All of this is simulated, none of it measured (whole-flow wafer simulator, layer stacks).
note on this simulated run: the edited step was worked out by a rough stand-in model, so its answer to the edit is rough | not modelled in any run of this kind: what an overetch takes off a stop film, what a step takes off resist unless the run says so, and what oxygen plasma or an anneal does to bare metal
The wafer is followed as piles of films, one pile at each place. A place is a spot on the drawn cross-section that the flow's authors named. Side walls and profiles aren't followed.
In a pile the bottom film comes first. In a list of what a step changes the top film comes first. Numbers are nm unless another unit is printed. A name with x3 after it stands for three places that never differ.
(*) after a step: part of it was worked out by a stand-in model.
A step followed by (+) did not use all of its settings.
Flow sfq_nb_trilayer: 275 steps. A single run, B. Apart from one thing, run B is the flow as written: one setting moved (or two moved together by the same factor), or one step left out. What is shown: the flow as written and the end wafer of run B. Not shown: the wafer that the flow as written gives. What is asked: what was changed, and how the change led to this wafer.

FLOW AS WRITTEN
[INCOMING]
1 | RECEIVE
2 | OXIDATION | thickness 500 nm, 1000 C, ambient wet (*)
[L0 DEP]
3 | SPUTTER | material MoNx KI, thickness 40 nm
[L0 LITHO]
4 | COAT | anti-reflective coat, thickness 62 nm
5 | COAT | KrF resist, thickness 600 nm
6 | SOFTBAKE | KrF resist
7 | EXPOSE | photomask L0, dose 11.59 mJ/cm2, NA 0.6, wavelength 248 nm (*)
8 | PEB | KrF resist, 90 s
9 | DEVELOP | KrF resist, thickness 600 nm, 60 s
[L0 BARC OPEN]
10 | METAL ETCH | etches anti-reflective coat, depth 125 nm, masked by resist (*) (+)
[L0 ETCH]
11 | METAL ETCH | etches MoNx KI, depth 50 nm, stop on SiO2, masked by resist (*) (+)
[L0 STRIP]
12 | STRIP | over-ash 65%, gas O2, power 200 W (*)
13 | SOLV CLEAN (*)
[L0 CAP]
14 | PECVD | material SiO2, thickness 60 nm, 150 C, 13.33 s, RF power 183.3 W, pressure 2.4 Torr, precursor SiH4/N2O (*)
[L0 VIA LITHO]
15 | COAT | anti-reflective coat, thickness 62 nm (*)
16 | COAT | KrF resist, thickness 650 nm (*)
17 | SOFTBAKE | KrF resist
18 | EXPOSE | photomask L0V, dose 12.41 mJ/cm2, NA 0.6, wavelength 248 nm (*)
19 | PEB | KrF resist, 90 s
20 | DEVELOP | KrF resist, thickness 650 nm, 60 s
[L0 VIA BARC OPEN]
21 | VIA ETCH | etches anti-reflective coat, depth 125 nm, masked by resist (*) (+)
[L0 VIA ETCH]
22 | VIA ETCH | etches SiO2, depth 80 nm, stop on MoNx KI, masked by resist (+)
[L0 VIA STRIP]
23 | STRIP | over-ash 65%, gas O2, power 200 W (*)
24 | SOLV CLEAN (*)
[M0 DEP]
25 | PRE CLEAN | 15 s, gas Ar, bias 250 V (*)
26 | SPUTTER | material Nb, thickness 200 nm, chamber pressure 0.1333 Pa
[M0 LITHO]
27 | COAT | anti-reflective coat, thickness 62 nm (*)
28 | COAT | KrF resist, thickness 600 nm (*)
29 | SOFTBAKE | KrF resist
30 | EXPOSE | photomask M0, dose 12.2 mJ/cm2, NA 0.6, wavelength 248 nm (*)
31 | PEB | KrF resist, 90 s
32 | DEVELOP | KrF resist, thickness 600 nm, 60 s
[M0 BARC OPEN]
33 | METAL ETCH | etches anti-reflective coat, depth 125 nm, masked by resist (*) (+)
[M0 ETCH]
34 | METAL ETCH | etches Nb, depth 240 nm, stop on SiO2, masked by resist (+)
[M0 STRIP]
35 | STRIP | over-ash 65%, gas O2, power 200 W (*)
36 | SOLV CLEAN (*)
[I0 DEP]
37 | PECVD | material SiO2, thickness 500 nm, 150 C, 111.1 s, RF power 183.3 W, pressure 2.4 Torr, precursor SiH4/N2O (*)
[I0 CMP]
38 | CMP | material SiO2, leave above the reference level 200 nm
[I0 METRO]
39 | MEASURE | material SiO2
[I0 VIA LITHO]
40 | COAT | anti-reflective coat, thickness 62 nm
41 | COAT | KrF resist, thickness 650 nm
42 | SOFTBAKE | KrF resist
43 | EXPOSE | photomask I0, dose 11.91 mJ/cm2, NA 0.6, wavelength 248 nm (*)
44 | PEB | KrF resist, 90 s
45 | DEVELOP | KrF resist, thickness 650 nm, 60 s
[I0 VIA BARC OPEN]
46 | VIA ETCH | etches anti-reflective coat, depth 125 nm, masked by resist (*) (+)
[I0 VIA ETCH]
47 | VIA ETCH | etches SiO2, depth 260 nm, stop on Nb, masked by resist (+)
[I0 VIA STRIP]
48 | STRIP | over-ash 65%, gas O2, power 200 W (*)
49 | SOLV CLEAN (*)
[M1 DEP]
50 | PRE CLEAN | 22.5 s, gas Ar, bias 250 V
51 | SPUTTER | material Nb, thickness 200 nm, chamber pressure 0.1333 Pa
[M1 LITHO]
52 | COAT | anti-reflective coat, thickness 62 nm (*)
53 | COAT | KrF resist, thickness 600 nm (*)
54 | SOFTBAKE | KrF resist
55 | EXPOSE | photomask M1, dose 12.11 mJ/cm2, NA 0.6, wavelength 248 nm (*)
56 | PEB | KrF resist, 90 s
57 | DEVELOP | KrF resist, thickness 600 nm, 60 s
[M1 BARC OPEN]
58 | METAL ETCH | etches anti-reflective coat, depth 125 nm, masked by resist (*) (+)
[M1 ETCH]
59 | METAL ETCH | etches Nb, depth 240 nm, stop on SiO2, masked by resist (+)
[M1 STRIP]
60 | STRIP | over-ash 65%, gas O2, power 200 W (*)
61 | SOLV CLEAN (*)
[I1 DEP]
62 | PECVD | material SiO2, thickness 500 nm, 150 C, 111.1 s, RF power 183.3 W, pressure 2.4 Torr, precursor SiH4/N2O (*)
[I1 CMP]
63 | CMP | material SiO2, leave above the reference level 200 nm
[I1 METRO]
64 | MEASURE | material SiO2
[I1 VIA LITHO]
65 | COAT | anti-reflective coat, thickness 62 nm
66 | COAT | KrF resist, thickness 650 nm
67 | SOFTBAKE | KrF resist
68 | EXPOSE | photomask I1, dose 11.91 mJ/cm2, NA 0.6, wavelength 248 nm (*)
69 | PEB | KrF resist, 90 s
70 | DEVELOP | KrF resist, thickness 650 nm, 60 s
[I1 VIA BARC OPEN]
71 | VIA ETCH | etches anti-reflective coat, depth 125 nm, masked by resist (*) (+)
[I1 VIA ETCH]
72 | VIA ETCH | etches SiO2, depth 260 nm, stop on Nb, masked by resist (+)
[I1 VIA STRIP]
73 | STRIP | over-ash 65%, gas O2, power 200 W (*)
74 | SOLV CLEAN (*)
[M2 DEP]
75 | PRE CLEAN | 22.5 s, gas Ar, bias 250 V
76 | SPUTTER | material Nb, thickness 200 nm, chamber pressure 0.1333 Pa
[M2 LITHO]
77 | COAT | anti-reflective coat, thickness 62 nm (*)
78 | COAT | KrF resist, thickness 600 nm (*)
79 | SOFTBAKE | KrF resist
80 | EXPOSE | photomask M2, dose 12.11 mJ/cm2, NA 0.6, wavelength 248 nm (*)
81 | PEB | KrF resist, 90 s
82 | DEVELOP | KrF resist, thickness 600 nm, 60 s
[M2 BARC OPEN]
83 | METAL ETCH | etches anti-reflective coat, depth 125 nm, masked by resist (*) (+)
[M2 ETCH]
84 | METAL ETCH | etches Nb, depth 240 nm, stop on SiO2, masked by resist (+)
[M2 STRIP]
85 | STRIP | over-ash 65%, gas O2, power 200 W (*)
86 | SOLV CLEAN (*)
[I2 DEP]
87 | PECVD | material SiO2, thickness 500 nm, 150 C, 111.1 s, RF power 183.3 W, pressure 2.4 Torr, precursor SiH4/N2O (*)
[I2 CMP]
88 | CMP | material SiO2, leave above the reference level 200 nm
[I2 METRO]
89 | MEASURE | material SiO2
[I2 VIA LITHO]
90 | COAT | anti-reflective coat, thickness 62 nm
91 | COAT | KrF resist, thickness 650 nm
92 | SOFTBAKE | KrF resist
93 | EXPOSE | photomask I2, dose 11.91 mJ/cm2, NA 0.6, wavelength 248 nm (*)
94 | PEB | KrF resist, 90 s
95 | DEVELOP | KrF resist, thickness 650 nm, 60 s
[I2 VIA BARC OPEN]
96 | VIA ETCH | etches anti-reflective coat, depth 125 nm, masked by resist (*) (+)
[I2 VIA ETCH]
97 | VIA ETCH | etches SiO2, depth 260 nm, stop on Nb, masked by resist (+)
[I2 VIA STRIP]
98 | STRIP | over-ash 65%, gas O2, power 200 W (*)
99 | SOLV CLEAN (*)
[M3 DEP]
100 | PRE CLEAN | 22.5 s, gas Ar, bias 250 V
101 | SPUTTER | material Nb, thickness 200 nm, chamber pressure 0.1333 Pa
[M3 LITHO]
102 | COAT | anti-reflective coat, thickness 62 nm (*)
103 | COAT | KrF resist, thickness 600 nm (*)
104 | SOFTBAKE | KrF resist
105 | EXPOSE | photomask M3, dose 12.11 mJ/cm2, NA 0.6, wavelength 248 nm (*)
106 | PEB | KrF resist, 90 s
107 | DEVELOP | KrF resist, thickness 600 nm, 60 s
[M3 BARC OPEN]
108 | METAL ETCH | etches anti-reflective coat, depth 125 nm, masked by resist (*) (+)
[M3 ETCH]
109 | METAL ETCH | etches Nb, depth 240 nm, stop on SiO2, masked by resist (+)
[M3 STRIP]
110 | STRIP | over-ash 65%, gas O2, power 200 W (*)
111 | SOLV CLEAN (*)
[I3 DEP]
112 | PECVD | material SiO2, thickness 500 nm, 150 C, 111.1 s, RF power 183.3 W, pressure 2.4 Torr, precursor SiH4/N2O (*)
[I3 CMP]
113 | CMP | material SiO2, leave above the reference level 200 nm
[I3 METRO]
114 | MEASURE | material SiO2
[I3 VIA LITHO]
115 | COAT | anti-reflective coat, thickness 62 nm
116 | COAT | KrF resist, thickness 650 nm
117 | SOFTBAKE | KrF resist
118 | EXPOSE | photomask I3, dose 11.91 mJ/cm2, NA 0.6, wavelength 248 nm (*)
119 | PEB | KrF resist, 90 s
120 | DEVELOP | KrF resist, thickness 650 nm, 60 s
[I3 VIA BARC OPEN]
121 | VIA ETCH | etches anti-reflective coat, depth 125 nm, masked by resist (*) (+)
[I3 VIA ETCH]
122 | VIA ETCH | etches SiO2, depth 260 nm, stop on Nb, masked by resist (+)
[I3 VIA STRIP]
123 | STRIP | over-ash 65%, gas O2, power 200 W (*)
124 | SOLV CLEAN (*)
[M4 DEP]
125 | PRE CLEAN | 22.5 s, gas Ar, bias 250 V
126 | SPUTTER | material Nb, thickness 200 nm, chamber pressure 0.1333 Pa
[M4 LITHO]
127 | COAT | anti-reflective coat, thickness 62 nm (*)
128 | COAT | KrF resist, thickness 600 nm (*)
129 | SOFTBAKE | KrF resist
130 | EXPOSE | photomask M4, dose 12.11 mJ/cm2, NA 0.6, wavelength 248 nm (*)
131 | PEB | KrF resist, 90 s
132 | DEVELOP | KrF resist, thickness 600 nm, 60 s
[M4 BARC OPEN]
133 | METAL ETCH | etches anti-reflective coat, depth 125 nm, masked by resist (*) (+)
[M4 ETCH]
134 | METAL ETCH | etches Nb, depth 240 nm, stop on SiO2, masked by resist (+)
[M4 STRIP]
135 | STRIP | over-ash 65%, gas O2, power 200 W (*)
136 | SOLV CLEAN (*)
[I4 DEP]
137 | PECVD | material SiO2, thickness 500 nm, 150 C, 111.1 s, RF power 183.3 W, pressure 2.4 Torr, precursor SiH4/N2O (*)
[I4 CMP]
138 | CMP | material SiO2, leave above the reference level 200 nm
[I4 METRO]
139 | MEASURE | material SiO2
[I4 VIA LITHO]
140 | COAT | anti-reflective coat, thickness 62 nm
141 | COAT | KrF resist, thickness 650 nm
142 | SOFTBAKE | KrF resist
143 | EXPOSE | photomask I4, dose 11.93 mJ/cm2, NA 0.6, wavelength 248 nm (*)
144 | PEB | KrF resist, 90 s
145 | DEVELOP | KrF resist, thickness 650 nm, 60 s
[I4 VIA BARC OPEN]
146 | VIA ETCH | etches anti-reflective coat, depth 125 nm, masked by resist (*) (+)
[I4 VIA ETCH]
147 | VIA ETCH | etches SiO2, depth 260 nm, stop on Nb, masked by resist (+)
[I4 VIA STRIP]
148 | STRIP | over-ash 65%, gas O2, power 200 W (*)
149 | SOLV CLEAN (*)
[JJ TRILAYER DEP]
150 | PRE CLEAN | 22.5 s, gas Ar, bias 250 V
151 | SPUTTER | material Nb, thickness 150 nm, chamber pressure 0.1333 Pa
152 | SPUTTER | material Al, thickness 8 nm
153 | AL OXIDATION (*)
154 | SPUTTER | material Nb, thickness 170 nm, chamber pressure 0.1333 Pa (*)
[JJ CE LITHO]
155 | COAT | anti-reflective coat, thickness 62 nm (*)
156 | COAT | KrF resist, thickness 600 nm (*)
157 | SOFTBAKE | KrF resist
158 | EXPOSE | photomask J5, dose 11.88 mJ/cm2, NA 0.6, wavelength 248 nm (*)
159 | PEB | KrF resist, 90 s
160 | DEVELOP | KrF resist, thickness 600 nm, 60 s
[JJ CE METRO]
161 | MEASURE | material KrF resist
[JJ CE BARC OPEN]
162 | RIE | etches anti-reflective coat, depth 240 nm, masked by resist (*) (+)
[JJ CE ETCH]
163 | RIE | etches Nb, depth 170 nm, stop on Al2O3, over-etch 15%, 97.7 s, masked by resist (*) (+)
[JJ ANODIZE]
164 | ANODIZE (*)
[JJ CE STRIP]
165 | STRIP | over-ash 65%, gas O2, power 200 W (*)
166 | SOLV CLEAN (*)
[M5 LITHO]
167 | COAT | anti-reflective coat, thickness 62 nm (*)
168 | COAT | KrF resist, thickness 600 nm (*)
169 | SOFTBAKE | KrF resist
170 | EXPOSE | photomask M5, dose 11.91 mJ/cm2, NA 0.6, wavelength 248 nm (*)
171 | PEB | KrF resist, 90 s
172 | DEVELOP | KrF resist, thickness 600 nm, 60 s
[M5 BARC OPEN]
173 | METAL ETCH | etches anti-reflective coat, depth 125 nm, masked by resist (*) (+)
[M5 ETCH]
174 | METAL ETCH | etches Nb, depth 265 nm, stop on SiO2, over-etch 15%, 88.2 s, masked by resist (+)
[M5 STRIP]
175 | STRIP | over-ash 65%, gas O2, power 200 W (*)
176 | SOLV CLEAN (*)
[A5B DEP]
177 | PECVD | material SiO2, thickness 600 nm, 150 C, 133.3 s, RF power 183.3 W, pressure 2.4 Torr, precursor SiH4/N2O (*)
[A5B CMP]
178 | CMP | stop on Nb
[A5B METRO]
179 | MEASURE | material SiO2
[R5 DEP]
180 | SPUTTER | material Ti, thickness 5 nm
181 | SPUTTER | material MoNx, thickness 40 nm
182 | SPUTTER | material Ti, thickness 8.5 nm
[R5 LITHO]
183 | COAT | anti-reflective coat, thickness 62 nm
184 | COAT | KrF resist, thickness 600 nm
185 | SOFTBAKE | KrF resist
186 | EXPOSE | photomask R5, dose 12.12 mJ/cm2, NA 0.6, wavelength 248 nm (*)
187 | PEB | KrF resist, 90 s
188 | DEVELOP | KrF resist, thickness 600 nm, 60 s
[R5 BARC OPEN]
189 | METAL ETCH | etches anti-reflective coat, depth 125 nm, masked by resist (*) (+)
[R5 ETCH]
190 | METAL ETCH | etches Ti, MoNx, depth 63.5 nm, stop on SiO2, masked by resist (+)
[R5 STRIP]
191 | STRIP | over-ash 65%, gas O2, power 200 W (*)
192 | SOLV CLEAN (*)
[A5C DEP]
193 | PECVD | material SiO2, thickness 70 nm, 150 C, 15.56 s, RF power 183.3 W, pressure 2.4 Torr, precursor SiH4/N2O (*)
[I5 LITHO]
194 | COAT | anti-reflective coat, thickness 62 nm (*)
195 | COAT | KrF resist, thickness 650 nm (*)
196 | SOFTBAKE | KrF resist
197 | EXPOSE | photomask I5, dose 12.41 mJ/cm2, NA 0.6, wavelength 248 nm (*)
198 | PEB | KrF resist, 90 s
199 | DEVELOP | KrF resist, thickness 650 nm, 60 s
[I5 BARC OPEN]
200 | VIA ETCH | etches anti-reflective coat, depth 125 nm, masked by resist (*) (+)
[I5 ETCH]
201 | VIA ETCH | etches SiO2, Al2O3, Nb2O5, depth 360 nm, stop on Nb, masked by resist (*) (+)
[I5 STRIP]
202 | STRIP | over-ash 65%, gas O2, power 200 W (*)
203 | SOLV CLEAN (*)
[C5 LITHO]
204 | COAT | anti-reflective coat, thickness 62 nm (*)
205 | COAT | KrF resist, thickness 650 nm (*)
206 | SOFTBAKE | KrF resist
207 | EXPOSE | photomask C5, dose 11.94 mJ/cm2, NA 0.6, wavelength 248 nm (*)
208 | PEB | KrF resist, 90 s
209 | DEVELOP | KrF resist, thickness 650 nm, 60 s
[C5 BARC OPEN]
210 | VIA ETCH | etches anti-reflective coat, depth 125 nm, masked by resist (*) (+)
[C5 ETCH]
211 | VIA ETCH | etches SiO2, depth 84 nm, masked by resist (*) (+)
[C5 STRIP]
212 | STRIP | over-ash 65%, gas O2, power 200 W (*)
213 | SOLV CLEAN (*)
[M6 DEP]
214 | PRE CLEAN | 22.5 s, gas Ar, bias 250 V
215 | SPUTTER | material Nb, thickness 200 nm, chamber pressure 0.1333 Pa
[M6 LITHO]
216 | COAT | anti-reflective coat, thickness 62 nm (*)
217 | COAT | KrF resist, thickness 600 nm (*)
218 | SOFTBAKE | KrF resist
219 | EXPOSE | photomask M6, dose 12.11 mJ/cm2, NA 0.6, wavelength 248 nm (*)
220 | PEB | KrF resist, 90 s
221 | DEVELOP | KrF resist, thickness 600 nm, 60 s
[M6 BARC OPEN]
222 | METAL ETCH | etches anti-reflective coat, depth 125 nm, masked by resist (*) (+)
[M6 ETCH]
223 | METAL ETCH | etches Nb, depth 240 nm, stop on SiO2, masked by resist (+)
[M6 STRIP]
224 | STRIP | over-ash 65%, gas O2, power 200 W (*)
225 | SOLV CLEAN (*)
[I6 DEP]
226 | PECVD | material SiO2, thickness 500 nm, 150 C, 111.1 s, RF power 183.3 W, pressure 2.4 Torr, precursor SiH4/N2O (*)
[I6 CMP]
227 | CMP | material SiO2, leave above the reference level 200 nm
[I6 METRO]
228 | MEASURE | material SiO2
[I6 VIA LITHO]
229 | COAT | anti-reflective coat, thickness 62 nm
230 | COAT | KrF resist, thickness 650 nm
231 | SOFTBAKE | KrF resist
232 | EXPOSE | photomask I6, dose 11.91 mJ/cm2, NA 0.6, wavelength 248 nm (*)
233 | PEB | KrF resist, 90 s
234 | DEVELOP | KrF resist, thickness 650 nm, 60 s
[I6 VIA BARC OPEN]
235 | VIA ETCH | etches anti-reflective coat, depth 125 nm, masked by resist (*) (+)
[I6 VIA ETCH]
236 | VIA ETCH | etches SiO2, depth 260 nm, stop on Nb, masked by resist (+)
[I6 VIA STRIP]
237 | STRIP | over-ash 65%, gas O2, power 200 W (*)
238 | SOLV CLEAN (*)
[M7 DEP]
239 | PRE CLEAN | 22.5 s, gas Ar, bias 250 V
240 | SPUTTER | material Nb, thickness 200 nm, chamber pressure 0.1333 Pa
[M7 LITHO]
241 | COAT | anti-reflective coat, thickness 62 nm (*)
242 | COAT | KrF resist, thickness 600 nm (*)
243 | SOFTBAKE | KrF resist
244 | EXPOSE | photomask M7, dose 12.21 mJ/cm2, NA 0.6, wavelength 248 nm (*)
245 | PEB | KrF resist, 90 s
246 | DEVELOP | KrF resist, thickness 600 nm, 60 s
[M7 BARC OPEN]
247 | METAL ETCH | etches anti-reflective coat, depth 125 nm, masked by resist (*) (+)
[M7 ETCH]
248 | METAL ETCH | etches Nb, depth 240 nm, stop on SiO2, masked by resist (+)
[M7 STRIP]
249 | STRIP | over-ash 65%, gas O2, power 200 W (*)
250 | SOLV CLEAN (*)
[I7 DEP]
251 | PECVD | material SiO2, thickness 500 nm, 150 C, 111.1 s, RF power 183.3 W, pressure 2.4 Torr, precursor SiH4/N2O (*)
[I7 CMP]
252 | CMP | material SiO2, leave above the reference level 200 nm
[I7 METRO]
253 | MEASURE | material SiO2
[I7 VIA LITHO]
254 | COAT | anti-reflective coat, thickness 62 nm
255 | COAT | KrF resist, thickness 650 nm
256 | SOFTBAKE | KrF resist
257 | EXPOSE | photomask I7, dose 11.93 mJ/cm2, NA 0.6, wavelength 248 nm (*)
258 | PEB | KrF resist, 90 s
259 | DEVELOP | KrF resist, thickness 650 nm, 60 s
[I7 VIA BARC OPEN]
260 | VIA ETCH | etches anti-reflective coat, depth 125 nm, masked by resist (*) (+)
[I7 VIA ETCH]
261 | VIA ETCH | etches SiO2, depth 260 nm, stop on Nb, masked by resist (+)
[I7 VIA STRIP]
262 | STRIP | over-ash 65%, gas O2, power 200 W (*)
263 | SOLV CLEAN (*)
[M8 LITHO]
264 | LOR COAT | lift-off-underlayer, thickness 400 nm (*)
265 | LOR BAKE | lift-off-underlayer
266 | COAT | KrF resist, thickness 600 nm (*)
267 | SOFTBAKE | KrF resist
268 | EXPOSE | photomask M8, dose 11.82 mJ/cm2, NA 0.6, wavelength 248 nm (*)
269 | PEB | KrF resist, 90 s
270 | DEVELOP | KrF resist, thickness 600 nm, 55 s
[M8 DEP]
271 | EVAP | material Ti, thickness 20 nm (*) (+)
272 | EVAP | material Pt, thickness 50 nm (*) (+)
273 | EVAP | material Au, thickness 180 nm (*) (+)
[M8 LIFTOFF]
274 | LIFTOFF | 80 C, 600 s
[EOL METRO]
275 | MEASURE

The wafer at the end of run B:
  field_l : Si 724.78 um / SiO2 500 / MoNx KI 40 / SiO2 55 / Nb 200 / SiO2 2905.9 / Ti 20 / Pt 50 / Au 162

Cause: step 273, EVAP: thickness 162 nm was run, whereas the flow has thickness 180 nm.
One can read it off the wafer: field_l has Au 162, and step 273 as written asks for 180 nm.

Step by step, how the change led to this:
  273 | EVAP | material Au, thickness 180 nm (*) (+)
      field_l, v_sur, via_wl and 103 more: Au gains 162 (new film) (in the flow as written it would be: Au gains 180 (new film))
  274 | LIFTOFF | 80 C, 600 s
      p4_fl x3, p4_w1 x9, p4_g1 x2 and 60 more: Au loses 162 (all of it), Pt loses 50 (all of it), Ti loses 20 (all of it), KrF resist loses 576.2 (all of it), lift-off-underlayer loses 400 (all of it) (in the flow as written it would be: Au loses 180 (all of it), Pt loses 50 (all of it), Ti loses 20 (all of it), KrF resist loses 576.2 (all of it), lift-off-underlayer loses 400 (all of it))
      c5j, ce_r: Au loses 162 (all of it), Pt loses 50 (all of it), Ti loses 20 (all of it), KrF resist loses 573.3 (all of it), lift-off-underlayer loses 399.3 (all of it) (in the flow as written it would be: Au loses 180 (all of it), Pt loses 50 (all of it), Ti loses 20 (all of it), KrF resist loses 573.3 (all of it), lift-off-underlayer loses 399.3 (all of it))
      (as well as at 19 more places)
